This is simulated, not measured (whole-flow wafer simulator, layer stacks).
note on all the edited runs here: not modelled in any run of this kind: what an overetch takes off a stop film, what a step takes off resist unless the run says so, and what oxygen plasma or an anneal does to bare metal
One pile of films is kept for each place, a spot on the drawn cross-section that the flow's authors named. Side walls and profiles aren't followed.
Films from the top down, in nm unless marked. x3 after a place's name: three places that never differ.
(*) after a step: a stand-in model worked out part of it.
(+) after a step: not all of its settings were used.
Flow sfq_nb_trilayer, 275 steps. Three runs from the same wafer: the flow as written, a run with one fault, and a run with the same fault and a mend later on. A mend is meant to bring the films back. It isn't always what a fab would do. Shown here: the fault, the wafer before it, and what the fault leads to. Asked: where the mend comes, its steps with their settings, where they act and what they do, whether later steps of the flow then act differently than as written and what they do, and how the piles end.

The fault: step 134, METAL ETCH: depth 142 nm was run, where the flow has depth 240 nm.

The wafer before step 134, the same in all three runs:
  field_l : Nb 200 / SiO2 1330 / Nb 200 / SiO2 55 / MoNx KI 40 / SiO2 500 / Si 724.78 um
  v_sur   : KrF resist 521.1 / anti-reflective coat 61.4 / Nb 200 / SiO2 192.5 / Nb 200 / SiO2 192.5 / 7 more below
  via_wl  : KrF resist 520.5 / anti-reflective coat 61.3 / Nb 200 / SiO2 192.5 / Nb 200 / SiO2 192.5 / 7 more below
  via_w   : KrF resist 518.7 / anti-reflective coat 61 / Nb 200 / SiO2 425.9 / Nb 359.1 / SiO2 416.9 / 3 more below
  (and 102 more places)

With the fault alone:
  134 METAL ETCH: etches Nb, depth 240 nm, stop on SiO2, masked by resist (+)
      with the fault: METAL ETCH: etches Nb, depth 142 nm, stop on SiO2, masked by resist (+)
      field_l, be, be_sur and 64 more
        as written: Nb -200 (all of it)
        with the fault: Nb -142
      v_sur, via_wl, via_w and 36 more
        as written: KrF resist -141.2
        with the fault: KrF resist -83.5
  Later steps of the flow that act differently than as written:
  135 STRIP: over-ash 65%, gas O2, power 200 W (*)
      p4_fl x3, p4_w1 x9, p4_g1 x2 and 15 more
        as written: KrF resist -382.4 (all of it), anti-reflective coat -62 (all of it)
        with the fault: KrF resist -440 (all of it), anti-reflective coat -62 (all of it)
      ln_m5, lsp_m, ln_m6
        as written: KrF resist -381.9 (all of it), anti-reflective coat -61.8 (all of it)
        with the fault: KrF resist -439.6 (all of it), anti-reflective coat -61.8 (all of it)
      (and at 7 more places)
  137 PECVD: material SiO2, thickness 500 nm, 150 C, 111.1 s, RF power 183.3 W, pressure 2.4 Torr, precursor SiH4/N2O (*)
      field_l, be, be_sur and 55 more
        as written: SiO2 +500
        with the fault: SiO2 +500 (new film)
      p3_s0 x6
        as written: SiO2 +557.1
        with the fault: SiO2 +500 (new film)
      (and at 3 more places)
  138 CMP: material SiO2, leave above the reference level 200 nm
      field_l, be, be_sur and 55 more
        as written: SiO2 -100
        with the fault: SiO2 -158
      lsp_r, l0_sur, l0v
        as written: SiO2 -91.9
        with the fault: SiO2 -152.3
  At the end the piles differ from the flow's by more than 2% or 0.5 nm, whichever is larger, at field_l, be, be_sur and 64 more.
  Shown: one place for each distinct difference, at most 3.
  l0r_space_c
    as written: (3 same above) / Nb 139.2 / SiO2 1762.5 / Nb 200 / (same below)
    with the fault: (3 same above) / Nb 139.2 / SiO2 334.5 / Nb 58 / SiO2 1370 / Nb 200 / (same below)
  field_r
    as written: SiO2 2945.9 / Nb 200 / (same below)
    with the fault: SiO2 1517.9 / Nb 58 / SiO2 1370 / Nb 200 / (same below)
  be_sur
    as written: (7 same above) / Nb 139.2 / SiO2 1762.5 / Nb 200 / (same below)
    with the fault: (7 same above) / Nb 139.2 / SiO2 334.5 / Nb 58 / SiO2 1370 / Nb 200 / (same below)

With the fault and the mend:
  The mend comes after step 134.
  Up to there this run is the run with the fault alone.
  134a METAL ETCH: etches Nb, depth 98 nm, stop on SiO2, masked by resist (+) (the flow's step 134 once more, with other settings)
      field_l, be, be_sur and 64 more
        Nb -58 (all of it)
      v_sur, via_wl, via_w and 36 more
        KrF resist -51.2
  No later step of the flow acts differently than as written, at any place that is followed, by more than 2% or 0.5 nm, whichever is larger.
  At the end the piles are the same as the flow's at every place that both follow.
